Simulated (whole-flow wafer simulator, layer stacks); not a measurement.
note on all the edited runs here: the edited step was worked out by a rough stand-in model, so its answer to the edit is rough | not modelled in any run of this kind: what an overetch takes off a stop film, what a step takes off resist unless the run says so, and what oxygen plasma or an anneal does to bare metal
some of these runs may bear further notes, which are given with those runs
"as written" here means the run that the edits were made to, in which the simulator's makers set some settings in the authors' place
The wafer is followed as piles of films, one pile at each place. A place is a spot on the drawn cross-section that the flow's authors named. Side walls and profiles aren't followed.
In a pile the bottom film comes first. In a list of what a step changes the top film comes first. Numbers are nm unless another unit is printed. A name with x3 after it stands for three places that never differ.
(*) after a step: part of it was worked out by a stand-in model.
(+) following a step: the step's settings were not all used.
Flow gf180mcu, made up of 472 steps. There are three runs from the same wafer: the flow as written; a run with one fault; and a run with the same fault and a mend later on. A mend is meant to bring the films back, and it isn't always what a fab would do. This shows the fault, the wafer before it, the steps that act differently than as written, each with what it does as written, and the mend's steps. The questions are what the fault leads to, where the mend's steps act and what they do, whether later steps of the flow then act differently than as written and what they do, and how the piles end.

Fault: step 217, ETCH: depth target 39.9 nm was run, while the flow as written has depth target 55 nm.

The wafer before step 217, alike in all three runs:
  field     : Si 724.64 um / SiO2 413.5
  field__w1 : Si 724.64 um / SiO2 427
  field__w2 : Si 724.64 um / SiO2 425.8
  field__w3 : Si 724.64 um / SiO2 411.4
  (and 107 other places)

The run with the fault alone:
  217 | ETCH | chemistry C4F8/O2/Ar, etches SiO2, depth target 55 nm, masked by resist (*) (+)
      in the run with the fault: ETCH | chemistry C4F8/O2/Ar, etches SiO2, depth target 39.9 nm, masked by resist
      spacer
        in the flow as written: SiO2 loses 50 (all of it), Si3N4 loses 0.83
        in the run with the fault: SiO2 loses 39.9
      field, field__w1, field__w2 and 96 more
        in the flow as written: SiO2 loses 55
        in the run with the fault: SiO2 loses 39.9
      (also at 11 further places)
  Later steps of the flow acting differently than as written (7 more steps, not shown, differ only slightly: by at most 2% or 0.5 nm, whichever is larger):
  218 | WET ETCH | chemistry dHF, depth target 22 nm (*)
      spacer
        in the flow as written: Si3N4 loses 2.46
        in the run with the fault: SiO2 loses 10.1 (all of it), Si3N4 loses 2.88
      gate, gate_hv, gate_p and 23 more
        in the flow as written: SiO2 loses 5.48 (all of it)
        in the run with the fault: SiO2 loses 20.6 (all of it)
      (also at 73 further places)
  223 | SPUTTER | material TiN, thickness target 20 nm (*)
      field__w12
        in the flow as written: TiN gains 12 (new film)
        in the run with the fault: TiN gains 12.7 (new film)
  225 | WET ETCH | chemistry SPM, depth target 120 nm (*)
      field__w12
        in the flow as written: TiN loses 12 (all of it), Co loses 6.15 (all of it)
        in the run with the fault: TiN loses 12.7 (all of it), Co loses 6.43 (all of it)
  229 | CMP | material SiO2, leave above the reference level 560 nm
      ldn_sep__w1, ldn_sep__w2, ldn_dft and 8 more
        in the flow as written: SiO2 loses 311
        in the run with the fault: SiO2 loses 318
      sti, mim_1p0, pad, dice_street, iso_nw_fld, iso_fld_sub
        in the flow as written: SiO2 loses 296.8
        in the run with the fault: SiO2 loses 303.8
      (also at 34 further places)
  When the end is reached, the piles differ only a little from the flow's at the places that both follow, at most by 2% or 0.5 nm, whichever is larger.

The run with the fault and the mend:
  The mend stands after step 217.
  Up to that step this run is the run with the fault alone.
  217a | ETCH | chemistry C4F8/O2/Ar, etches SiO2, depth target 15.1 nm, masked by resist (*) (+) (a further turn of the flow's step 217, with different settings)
      field, field__w1, field__w2 and 96 more
        SiO2 loses 15.1
      field__w5, field__w9, field__w13 and 8 more
        resist loses 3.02
      spacer
        SiO2 loses 10.1 (all of it), Si3N4 loses 0.83
  Later steps of the flow that are run all act as written at every place that is followed.
  At every place that both follow, the piles at the end match the flow's.
